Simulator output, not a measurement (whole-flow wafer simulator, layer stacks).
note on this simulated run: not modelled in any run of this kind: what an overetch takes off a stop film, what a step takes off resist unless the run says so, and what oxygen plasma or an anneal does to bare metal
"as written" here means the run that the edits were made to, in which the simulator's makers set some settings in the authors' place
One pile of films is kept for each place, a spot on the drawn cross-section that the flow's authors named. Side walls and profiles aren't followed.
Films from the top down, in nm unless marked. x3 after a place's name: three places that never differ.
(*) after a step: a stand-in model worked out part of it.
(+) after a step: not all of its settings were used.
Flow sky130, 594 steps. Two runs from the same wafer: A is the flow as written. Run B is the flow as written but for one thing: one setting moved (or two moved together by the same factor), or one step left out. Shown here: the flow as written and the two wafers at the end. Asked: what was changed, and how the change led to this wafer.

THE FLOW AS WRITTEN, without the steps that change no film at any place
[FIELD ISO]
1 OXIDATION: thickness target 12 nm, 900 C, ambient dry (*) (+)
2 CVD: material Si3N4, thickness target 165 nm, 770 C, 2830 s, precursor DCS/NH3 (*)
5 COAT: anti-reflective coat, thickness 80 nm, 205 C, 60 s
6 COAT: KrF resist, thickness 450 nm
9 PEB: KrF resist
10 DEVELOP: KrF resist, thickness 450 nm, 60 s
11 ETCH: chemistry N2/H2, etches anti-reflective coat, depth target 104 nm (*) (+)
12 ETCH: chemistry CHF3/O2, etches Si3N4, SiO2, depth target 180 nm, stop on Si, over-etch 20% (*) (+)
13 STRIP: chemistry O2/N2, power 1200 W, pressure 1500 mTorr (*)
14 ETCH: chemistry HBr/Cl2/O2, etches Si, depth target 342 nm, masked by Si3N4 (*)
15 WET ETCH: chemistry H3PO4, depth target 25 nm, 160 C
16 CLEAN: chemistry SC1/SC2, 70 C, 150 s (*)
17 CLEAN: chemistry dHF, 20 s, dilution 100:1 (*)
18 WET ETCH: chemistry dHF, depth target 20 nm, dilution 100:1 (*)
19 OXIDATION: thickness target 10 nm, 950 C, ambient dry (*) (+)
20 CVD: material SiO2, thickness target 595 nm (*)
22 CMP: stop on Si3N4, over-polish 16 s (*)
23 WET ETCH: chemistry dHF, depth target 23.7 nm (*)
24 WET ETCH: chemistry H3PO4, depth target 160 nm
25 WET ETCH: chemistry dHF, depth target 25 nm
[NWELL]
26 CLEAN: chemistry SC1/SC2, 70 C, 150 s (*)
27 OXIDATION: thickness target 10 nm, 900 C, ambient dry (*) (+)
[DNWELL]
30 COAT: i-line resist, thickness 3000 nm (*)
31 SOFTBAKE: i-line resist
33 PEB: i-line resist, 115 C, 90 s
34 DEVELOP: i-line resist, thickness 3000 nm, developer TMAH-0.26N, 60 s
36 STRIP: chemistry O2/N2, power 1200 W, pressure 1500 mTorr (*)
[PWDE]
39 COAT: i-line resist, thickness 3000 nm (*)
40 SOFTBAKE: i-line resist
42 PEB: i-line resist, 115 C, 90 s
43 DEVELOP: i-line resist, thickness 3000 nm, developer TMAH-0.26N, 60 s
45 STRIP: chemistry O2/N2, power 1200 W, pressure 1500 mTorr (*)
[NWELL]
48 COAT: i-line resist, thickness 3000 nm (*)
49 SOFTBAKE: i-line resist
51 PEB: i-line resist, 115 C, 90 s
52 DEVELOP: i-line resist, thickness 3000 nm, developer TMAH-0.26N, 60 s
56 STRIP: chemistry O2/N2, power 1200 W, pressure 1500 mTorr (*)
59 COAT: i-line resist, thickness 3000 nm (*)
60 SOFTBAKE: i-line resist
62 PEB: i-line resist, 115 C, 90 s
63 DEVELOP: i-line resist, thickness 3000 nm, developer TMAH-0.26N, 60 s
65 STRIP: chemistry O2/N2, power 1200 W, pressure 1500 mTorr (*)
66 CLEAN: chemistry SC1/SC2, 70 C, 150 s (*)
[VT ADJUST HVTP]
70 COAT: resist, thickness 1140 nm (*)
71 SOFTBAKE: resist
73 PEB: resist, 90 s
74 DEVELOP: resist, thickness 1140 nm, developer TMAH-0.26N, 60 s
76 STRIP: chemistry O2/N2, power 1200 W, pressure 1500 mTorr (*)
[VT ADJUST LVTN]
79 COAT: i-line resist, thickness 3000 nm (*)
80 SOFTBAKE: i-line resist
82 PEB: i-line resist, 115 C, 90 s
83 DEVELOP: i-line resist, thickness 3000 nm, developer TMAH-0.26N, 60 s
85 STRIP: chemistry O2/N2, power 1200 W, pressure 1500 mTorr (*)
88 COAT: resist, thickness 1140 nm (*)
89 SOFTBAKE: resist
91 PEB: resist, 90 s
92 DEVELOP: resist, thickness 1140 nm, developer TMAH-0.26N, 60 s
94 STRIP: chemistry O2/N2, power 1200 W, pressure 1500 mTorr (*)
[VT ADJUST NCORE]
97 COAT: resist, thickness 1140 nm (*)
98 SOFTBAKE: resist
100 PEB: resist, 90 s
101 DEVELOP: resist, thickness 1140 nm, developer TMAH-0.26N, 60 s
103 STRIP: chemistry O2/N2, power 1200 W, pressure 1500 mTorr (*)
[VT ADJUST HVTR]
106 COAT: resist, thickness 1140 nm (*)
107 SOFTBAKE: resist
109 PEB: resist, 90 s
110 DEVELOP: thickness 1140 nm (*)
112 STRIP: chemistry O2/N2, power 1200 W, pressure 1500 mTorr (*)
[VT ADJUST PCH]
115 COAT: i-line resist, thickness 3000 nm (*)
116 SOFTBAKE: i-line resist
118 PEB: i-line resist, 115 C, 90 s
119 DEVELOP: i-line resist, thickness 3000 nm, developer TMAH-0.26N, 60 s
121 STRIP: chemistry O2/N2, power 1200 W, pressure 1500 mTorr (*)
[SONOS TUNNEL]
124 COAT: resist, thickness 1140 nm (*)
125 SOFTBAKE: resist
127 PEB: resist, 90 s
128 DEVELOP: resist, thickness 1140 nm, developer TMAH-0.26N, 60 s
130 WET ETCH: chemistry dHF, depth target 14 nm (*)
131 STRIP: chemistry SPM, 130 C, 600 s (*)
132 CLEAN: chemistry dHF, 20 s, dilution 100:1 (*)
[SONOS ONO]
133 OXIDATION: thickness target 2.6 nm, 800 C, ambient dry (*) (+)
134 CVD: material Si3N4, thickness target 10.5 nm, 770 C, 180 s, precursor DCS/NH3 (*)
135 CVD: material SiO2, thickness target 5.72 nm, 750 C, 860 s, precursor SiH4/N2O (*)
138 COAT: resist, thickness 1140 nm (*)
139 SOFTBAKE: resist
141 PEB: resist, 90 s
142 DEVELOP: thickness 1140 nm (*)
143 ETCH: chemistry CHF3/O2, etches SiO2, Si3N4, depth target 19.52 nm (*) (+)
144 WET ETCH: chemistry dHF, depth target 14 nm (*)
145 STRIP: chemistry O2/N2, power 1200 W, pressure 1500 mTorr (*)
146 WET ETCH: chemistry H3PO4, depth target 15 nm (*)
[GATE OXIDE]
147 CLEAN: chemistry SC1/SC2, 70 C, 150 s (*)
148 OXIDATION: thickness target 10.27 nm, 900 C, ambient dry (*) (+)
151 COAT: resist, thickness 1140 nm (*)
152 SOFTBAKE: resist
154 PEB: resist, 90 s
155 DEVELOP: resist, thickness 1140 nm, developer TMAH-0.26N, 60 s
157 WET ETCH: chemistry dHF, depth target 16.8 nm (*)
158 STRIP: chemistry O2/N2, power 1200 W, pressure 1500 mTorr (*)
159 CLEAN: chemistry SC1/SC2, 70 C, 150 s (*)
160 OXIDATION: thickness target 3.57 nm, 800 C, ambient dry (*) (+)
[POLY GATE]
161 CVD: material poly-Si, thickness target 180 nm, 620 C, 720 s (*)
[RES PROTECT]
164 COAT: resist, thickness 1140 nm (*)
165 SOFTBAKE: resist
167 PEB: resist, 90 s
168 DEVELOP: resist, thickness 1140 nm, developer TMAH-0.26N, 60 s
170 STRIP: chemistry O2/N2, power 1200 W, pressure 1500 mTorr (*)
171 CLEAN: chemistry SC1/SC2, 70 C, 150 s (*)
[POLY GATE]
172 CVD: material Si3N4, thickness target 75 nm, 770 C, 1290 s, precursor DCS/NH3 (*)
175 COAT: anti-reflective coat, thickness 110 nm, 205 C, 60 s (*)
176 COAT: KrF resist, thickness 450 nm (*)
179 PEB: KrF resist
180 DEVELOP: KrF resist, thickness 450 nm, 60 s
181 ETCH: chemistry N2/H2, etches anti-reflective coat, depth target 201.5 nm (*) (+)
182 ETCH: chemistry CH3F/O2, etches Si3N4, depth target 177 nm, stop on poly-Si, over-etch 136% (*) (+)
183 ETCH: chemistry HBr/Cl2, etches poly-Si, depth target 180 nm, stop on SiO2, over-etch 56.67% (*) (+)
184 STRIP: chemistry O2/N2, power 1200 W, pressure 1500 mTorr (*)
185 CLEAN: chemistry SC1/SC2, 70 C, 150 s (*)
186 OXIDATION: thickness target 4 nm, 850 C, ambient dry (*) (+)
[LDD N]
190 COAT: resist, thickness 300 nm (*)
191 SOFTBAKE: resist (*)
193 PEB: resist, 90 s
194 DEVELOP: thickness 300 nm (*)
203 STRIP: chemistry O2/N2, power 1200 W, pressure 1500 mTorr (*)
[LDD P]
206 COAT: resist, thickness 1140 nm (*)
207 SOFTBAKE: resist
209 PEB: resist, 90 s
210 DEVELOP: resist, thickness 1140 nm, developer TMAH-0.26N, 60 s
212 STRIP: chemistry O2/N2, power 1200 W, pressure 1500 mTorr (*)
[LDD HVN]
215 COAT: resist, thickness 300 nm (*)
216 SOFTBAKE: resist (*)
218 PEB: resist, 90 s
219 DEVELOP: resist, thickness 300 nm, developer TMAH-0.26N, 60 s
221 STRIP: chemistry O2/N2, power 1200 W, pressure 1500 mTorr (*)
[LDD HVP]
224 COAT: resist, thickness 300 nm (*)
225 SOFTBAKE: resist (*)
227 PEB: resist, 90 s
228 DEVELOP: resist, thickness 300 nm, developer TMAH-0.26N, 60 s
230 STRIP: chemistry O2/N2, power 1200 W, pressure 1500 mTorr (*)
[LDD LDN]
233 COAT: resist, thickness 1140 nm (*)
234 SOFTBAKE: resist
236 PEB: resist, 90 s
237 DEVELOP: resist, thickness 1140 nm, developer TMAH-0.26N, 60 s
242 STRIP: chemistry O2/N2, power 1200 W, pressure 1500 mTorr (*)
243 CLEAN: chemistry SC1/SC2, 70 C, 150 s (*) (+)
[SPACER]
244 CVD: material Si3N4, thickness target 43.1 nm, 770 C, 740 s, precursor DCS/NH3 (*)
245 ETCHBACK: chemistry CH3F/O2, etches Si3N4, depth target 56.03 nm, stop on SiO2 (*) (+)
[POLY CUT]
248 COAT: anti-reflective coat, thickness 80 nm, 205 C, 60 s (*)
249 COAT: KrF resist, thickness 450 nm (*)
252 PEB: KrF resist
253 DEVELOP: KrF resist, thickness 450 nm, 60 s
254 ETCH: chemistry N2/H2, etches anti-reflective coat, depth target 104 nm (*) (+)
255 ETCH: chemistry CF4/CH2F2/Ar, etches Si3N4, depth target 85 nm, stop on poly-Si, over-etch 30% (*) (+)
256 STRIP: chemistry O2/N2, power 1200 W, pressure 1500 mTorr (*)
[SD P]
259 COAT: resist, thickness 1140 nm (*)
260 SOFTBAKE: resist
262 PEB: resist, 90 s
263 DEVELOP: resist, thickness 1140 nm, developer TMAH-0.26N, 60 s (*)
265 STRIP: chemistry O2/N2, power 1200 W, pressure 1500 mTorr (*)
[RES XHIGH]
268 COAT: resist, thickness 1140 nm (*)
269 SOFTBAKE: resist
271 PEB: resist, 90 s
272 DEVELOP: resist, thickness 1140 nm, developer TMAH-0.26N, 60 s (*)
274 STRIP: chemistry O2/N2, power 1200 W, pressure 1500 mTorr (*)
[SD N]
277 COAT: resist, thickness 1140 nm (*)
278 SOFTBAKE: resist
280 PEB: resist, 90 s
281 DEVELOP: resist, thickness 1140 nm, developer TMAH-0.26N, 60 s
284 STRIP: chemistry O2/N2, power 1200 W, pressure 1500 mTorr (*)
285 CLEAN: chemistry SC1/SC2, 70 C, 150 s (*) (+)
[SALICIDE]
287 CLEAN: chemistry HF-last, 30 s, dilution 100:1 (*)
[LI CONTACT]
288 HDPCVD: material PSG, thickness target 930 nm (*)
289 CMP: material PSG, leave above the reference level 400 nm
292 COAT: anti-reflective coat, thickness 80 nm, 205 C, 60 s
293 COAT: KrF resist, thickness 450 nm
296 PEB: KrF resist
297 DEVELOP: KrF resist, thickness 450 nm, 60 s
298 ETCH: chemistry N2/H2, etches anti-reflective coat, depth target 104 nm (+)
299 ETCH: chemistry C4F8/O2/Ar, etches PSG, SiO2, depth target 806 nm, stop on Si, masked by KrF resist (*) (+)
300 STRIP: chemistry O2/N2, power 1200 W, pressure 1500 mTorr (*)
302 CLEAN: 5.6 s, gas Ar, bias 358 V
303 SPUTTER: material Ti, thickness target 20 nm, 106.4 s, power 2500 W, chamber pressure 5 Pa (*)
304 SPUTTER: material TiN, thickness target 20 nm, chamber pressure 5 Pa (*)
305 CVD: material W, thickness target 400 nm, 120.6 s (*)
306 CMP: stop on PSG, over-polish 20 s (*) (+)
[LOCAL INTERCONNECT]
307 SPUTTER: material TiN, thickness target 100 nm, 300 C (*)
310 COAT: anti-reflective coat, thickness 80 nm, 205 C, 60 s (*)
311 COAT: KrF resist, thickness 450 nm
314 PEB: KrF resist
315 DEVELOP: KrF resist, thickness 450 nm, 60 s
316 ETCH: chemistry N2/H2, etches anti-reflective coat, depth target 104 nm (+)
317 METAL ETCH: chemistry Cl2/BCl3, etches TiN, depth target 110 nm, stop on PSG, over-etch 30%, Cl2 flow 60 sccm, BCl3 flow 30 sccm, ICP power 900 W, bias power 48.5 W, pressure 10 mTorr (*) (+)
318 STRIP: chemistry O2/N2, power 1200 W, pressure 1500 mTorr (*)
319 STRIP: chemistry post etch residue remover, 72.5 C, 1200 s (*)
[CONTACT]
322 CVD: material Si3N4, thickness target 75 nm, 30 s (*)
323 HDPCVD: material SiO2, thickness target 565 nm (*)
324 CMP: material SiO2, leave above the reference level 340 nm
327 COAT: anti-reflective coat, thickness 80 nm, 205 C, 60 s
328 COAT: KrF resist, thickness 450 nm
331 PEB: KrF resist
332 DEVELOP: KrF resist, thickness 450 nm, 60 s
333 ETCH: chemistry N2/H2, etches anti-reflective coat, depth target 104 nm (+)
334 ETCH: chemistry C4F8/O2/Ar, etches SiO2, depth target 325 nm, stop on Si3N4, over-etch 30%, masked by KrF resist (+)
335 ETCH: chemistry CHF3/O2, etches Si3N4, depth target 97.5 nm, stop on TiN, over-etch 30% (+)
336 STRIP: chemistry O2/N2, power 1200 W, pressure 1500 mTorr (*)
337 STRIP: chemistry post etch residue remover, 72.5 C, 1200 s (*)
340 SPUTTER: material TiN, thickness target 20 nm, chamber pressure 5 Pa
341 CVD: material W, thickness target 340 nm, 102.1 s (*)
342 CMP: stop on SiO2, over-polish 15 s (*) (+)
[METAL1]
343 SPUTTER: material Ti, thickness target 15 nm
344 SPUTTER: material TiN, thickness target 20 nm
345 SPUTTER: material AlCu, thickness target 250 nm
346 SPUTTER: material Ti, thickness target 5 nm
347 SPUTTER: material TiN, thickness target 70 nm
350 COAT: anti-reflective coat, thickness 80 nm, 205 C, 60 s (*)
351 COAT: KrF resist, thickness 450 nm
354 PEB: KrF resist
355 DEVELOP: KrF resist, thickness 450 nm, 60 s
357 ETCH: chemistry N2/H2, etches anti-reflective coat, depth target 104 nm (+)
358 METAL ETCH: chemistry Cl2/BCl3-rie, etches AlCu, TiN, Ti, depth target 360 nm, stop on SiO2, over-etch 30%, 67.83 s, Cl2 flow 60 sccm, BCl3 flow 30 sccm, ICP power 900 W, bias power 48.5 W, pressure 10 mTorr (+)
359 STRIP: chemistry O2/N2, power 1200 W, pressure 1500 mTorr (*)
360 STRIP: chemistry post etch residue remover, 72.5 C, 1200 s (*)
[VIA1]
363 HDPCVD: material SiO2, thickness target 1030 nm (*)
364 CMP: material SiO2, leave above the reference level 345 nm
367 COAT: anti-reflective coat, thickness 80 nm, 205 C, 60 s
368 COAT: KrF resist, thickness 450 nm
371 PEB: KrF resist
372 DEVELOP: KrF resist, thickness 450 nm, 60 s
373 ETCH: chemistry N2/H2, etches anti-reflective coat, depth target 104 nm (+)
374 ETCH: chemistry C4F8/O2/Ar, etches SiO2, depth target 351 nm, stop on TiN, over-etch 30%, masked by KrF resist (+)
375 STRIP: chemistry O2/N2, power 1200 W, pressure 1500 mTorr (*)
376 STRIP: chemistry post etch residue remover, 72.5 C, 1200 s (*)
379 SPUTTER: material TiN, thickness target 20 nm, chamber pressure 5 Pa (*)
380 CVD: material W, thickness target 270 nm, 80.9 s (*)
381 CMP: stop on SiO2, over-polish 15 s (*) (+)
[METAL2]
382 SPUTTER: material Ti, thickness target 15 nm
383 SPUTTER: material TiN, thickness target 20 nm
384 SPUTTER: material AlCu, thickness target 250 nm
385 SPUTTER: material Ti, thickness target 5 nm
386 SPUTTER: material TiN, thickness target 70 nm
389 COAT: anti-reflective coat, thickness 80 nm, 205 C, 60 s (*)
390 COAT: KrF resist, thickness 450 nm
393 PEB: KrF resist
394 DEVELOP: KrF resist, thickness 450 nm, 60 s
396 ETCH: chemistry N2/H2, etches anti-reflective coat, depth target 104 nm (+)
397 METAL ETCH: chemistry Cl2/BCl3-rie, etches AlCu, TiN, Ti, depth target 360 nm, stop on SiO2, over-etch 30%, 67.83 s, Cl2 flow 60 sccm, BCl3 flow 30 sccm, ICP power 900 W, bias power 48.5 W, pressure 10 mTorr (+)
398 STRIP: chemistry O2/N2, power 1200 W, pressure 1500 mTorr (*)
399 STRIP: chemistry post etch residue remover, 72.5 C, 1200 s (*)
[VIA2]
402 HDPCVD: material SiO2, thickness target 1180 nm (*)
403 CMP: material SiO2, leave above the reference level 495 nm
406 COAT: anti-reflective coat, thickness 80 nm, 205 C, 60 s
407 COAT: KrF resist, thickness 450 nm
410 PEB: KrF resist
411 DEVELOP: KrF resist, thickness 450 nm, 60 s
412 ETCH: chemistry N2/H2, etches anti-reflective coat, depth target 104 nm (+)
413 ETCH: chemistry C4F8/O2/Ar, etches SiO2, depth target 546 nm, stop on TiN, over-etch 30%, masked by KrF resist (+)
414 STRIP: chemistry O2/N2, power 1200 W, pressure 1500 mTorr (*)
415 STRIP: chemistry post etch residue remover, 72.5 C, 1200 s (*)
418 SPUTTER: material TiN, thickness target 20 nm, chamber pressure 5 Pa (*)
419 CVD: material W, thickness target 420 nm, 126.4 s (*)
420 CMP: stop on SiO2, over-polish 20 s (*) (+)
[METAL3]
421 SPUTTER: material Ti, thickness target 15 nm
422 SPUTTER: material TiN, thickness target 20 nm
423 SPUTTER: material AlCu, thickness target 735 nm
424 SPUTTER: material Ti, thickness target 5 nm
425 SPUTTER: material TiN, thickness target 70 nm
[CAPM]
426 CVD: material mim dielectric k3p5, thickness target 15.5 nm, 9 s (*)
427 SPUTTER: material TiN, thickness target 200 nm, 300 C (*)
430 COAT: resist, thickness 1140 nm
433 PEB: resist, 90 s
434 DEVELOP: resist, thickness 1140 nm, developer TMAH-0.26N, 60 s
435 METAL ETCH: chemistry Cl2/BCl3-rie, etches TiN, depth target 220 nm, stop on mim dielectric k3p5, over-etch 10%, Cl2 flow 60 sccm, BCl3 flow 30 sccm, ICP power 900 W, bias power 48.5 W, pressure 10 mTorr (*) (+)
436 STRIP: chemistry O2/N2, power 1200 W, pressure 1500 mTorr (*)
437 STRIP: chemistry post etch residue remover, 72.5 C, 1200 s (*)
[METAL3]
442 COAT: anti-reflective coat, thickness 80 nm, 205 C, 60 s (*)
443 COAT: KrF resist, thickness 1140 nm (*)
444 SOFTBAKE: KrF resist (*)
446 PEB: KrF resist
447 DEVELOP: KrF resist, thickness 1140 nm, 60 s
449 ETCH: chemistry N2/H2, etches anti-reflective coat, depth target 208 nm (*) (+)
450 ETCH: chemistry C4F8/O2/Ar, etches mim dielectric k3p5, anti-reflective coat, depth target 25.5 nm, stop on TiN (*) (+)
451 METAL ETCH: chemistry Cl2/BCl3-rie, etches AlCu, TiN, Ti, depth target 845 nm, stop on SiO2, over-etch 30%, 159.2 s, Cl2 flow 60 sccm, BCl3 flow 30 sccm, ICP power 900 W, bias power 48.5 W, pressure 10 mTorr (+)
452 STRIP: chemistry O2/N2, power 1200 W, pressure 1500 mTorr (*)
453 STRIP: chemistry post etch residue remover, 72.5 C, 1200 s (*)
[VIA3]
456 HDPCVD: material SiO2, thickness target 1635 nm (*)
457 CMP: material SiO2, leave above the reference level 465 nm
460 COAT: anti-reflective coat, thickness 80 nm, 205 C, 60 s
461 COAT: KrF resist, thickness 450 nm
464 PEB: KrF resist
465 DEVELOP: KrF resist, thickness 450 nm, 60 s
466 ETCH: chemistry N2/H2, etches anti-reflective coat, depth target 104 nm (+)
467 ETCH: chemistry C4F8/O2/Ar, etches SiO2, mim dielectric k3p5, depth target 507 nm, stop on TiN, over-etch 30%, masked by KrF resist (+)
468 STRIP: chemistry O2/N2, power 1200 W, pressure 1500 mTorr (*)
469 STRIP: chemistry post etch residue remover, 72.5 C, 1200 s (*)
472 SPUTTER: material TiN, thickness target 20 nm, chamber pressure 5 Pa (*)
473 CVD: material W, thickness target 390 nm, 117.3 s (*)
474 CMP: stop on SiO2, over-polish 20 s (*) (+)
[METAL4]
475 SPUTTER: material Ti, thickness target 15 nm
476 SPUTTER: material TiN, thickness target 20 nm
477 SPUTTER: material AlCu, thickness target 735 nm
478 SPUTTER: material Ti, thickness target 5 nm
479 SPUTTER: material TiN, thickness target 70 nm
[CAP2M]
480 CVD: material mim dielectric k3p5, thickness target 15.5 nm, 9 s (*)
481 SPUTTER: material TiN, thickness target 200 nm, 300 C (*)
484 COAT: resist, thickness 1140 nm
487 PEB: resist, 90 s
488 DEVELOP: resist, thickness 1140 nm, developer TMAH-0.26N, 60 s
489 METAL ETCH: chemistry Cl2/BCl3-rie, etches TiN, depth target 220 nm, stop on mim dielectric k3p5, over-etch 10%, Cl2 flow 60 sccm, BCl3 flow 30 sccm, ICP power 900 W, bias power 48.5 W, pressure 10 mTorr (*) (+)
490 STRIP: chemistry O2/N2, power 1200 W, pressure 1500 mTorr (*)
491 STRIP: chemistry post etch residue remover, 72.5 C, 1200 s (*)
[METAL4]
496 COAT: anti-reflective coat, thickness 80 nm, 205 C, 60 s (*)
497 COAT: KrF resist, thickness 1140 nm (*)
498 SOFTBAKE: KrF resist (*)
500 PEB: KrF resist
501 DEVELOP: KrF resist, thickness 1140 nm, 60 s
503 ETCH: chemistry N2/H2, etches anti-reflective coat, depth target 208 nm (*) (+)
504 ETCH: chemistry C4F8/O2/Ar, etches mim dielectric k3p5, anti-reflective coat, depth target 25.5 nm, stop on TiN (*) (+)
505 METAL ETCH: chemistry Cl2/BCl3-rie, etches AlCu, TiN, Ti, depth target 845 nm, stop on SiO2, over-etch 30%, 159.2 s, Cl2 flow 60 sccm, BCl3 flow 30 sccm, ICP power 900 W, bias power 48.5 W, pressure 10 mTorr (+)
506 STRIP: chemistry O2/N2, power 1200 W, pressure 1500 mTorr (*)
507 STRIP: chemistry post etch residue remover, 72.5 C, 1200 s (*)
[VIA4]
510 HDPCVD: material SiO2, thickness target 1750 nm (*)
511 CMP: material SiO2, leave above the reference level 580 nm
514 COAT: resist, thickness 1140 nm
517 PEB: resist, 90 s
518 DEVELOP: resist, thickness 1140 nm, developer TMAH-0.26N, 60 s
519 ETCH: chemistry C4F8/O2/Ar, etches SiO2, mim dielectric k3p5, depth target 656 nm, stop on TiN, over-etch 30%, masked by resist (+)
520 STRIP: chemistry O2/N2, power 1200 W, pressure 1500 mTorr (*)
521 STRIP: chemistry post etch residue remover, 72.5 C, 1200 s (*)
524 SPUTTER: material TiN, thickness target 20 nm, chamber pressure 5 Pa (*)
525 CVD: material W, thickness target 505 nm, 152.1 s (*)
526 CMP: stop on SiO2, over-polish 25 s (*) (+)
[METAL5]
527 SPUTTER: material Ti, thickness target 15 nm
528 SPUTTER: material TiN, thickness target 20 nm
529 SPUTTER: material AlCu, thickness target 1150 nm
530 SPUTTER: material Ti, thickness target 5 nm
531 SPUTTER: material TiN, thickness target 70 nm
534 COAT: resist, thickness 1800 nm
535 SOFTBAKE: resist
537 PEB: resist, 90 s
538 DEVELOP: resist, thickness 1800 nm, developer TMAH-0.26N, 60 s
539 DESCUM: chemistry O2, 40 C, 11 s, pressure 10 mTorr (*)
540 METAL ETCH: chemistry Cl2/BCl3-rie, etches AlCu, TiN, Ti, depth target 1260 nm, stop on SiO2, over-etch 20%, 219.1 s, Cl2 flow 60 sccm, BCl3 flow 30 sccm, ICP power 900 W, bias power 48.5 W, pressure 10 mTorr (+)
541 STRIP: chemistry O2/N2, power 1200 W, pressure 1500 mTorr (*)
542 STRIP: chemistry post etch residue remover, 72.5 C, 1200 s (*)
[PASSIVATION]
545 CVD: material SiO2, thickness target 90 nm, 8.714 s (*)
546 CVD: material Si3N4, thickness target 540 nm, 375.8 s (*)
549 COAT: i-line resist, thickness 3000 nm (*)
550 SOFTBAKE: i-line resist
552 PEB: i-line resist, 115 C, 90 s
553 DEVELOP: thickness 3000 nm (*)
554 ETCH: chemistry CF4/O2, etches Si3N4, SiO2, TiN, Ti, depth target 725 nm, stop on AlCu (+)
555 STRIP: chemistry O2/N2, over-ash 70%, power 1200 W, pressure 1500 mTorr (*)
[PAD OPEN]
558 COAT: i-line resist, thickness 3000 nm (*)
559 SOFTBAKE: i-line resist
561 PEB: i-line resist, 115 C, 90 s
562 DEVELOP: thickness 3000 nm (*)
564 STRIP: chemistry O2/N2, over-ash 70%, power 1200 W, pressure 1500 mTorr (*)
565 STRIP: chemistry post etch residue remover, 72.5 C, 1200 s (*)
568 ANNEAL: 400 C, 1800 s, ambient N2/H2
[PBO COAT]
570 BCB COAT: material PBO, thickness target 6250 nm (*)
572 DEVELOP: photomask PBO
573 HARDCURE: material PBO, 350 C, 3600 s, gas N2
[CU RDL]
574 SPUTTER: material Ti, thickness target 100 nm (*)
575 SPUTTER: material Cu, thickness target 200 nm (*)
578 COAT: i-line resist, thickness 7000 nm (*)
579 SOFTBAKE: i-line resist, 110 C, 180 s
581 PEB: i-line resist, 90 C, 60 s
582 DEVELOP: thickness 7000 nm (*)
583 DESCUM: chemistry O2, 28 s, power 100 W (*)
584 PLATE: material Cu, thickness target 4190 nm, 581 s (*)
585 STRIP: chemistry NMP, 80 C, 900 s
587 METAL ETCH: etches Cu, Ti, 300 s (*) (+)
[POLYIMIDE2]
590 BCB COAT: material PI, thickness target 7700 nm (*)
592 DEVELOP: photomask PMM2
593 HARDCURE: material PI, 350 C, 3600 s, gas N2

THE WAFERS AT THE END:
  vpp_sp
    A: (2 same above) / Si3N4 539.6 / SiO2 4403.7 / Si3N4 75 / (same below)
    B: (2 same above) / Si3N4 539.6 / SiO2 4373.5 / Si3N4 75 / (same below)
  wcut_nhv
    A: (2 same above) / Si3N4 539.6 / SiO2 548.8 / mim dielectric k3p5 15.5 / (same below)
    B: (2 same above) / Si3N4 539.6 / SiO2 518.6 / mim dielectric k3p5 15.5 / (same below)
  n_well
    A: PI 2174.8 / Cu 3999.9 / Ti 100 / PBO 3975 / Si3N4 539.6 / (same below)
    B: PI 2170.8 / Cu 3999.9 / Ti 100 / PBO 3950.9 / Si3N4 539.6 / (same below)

The cause: step 540, METAL ETCH: depth target 1512 nm was run, where the flow has depth target 1260 nm.

How the change led to this, step by step:
  540 METAL ETCH: chemistry Cl2/BCl3-rie, etches AlCu, TiN, Ti, depth target 1260 nm, stop on SiO2, over-etch 20%, 219.1 s, Cl2 flow 60 sccm, BCl3 flow 30 sccm, ICP power 900 W, bias power 48.5 W, pressure 10 mTorr (+)
      field, active, gate and 175 more: A TiN -70 (all of it), Ti -5 (all of it), AlCu -1150 (all of it), TiN -20 (all of it), Ti -15 (all of it), SiO2 -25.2 | B TiN -70 (all of it), Ti -5 (all of it), AlCu -1150 (all of it), TiN -20 (all of it), Ti -15 (all of it), SiO2 -55.4
      n_well, p_well, sd_n and 12 more: A resist -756 | B resist -907.2
  541 STRIP: chemistry O2/N2, power 1200 W, pressure 1500 mTorr (*)
      n_well, p_well, sd_n and 9 more: A resist -926.4 (all of it) | B resist -775.2 (all of it)
      m1: A resist -928.4 (all of it) | B resist -777.2 (all of it)
      (and at 2 more places)
  550 SOFTBAKE: i-line resist
      rpm_encl_psd, rpm_encl_urpm: A i-line resist -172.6 | B i-line resist -177.9
      gate: A i-line resist -108 | B i-line resist -111.9
      (and at 63 more places)
  555 STRIP: chemistry O2/N2, over-ash 70%, power 1200 W, pressure 1500 mTorr (*)
      n_well, p_well, sd_n, sd_p: A i-line resist -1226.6 (all of it) | B i-line resist -1197 (all of it)
      m1: A i-line resist -1258.7 (all of it) | B i-line resist -1229.9 (all of it)
      (and at 6 more places)
  559 SOFTBAKE: i-line resist
      iso_guard, npn_par_e: A i-line resist +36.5 | B i-line resist +37.6
      rpm_encl_psd, rpm_encl_urpm: A i-line resist -172.6 | B i-line resist -177.9
      (and at 67 more places)
  578 COAT: i-line resist, thickness 7000 nm (*)
      pad: A i-line resist +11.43 um (new film) | B i-line resist +11.4 um (new film)
  579 SOFTBAKE: i-line resist, 110 C, 180 s
      mim: A i-line resist -25.2 | B i-line resist -25.9
      iso_guard__w1: A i-line resist -24.8 | B i-line resist -25.5
      (and at 13 more places)
  582 DEVELOP: thickness 7000 nm (*)
      pad: A i-line resist -11.43 um (all of it) | B i-line resist -11.4 um (all of it)
